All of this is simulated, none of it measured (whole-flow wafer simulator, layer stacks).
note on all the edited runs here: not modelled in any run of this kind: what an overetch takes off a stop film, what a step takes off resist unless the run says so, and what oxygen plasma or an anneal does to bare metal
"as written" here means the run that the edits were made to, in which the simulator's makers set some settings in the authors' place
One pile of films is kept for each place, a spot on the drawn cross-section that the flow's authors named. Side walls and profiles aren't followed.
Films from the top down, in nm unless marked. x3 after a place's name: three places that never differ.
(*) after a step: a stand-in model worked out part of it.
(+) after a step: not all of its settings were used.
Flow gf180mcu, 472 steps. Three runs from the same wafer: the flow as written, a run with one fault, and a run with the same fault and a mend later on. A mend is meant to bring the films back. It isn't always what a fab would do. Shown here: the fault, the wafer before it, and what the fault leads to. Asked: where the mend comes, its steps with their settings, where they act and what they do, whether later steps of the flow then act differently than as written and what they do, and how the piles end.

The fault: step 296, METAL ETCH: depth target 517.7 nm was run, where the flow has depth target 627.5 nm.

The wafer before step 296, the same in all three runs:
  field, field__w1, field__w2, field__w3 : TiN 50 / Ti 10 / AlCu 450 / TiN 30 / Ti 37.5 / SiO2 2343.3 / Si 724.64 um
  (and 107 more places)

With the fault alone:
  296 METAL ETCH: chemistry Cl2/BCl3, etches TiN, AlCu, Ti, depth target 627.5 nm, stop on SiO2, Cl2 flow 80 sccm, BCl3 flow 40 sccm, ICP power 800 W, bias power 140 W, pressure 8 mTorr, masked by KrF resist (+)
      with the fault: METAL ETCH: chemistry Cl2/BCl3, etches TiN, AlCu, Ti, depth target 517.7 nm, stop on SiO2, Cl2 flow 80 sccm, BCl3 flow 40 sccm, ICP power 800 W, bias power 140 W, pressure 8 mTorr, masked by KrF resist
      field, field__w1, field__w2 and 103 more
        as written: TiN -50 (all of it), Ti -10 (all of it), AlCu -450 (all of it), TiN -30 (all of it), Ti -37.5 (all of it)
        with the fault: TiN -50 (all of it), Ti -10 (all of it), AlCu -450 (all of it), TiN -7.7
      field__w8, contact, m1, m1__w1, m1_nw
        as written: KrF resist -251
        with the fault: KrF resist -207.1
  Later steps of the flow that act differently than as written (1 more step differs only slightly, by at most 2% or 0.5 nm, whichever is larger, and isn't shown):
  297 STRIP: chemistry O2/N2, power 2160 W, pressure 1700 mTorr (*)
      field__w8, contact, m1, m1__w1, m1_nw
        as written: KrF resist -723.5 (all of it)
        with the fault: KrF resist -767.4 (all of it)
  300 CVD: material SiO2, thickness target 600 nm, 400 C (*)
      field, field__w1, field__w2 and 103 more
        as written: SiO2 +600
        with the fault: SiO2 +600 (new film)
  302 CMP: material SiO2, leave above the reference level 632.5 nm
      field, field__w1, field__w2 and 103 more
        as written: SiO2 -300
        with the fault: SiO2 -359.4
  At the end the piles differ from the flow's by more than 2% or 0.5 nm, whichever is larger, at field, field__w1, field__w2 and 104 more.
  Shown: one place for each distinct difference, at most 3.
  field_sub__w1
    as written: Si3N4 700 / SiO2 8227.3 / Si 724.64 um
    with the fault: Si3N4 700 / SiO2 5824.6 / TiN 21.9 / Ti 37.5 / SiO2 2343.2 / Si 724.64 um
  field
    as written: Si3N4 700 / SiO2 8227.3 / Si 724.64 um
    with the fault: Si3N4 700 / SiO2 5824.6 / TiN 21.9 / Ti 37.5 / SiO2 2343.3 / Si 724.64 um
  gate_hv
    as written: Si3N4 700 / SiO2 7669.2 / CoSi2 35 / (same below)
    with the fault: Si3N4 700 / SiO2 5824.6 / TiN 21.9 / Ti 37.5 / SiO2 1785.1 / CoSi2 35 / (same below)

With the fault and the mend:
  The mend comes after step 296.
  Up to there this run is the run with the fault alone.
  296a METAL ETCH: chemistry Cl2/BCl3, etches TiN, AlCu, Ti, depth target 109.8 nm, stop on SiO2, Cl2 flow 80 sccm, BCl3 flow 40 sccm, ICP power 800 W, bias power 140 W, pressure 8 mTorr, masked by KrF resist (+) (the flow's step 296 once more, with other settings)
      field, field__w1, field__w2 and 103 more
        TiN -22.3 (all of it), Ti -37.5 (all of it)
      field__w8, contact, m1, m1__w1, m1_nw
        KrF resist -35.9
  No later step of the flow acts differently than as written, at any place that is followed, by more than 2% or 0.5 nm, whichever is larger.
  At the end the piles are the same as the flow's at every place that both follow.
